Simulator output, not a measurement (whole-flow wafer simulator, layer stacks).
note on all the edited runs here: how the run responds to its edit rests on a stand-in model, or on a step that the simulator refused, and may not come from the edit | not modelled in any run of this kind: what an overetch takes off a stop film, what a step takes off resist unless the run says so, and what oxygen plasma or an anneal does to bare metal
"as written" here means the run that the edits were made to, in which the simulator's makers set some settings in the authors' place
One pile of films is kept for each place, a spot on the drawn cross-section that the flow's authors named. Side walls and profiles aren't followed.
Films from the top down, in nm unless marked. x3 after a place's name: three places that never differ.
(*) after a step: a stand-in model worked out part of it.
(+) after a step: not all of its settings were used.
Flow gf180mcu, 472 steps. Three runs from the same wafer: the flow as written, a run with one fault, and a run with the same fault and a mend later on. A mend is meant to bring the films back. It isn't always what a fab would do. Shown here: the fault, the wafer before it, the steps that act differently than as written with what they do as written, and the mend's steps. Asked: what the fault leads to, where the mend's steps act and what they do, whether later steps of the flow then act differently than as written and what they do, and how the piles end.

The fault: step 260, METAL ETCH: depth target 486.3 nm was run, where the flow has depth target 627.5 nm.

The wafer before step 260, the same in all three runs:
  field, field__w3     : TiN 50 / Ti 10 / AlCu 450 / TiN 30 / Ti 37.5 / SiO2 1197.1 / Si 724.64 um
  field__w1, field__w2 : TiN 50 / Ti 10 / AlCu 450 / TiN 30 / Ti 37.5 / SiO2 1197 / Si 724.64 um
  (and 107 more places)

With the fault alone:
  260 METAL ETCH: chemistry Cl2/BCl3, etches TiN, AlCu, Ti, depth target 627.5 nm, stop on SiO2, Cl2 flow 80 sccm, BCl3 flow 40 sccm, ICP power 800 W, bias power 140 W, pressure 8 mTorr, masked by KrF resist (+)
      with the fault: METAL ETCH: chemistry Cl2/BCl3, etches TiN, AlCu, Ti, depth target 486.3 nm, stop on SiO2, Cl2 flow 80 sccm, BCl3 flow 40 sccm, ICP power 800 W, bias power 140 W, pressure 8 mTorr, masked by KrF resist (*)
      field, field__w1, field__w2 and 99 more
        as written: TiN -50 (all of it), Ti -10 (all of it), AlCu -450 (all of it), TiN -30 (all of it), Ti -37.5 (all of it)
        with the fault: TiN -50 (all of it), Ti -10 (all of it), AlCu -426.3
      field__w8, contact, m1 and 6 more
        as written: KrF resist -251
        with the fault: KrF resist -194.5
  Later steps of the flow that act differently than as written:
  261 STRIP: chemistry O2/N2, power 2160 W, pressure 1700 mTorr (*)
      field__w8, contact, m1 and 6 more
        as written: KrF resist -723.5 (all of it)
        with the fault: KrF resist -780 (all of it)
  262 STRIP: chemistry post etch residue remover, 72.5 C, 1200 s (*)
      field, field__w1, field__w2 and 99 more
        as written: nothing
        with the fault: AlCu -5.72
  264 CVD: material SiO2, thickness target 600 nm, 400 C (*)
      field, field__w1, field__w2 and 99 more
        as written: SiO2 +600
        with the fault: SiO2 +600 (new film)
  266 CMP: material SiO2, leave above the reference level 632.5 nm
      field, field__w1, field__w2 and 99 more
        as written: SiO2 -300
        with the fault: SiO2 -385.5
  At the end the piles differ from the flow's by more than 2% or 0.5 nm, whichever is larger, at field, field__w1, field__w2 and 100 more.
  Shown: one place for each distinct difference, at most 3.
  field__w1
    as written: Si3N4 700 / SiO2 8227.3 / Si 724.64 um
    with the fault: Si3N4 700 / SiO2 6944.8 / AlCu 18 / TiN 30 / Ti 37.5 / SiO2 1197 / Si 724.64 um
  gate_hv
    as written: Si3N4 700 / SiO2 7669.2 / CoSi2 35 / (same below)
    with the fault: Si3N4 700 / SiO2 6944.8 / AlCu 18 / TiN 30 / Ti 37.5 / SiO2 638.9 / CoSi2 35 / (same below)
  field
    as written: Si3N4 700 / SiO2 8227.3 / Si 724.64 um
    with the fault: Si3N4 700 / SiO2 6944.8 / AlCu 18 / TiN 30 / Ti 37.5 / SiO2 1197.1 / Si 724.64 um

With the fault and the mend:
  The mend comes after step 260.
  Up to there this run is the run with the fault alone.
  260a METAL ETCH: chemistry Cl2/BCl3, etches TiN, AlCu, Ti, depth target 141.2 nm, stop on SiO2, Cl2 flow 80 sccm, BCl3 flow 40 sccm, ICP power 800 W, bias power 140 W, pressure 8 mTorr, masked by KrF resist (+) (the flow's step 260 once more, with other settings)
      field, field__w1, field__w2 and 99 more
        AlCu -23.7 (all of it), TiN -30 (all of it), Ti -37.5 (all of it)
      field__w8, contact, m1 and 6 more
        KrF resist -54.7
  No later step of the flow acts differently than as written, at any place that is followed, by more than 2% or 0.5 nm, whichever is larger.
  At the end the piles are the same as the flow's at every place that both follow.
